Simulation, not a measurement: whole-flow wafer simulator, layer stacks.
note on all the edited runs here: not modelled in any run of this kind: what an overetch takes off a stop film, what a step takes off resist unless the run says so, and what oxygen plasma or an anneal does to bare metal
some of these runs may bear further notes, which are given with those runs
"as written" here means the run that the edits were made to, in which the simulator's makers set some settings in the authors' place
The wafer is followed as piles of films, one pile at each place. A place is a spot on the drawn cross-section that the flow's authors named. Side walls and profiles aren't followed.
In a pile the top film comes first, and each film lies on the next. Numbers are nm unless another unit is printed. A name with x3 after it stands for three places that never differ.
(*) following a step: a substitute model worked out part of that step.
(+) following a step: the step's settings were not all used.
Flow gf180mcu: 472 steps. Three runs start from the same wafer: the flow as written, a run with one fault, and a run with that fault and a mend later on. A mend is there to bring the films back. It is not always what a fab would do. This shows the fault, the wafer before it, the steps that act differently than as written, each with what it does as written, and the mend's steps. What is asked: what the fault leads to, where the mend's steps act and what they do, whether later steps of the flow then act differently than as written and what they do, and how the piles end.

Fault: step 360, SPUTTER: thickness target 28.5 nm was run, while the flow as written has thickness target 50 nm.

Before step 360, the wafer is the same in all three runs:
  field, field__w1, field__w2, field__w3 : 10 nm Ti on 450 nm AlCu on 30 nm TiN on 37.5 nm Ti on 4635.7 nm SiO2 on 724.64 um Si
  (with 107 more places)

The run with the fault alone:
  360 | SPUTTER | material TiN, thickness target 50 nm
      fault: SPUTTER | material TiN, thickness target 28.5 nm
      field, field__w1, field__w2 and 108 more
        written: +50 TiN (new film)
        fault: +28.5 TiN (new film)
  Steps further on in the flow that do not act as written (not shown: 2 more steps that differ only slightly, by at most 2% or 0.5 nm, whichever is larger):
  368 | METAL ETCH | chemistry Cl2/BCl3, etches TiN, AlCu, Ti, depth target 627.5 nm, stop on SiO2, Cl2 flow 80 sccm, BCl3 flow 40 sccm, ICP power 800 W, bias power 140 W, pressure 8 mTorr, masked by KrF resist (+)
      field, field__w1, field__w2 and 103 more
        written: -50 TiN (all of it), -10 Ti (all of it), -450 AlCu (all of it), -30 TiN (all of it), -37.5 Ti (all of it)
        fault: -28.5 TiN (all of it), -10 Ti (all of it), -450 AlCu (all of it), -30 TiN (all of it), -37.5 Ti (all of it)
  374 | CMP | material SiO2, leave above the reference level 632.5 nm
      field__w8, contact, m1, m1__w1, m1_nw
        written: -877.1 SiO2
        fault: -855.6 SiO2
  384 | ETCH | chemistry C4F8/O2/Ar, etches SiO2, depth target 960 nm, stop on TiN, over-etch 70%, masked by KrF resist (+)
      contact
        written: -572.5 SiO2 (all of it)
        fault: -594 SiO2 (all of it)
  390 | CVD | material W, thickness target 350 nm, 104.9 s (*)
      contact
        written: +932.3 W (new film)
        fault: +954 W (new film)
  The piles end different from the flow's at field__w8, contact, m1, m1__w1, m1_nw by more than 2% or 0.5 nm, whichever is larger.
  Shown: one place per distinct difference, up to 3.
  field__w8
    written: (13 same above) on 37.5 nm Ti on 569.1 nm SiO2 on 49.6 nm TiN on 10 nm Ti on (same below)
    fault: (13 same above) on 37.5 nm Ti on 590.6 nm SiO2 on 28.1 nm TiN on 10 nm Ti on (same below)
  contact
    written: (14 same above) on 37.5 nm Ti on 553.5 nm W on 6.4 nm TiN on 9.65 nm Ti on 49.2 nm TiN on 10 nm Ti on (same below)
    fault: (14 same above) on 37.5 nm Ti on 575.2 nm W on 6.32 nm TiN on 9.53 nm Ti on 27.7 nm TiN on 10 nm Ti on (same below)

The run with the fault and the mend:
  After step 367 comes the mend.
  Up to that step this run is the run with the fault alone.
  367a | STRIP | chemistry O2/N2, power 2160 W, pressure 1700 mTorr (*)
      field__w8, contact, m1, m1__w1, m1_nw
        -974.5 KrF resist (all of it)
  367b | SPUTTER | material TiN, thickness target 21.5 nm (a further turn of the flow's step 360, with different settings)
      field, field__w1, field__w2 and 108 more
        +21.5 TiN
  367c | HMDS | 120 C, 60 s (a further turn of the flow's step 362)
      leaves every film unchanged at each place that is followed
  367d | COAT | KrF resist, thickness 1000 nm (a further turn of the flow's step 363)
      field, field__w1, field__w2 and 108 more
        +1000 KrF resist (new film)
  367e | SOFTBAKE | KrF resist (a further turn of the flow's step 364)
      leaves every film unchanged at each place that is followed
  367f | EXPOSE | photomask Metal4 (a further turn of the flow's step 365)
      leaves every film unchanged at each place that is followed
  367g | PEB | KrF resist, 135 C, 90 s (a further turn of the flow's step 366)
      field, field__w1, field__w2 and 108 more
        -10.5 KrF resist
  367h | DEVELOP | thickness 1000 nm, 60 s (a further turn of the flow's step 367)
      field, field__w1, field__w2 and 103 more
        -989.5 KrF resist (all of it)
      field__w8, contact, m1, m1__w1, m1_nw
        -14.9 KrF resist
  Every later step of the flow that is run acts as written at every place that is followed.
  By the end, the piles equal the flow's at every place that both follow.
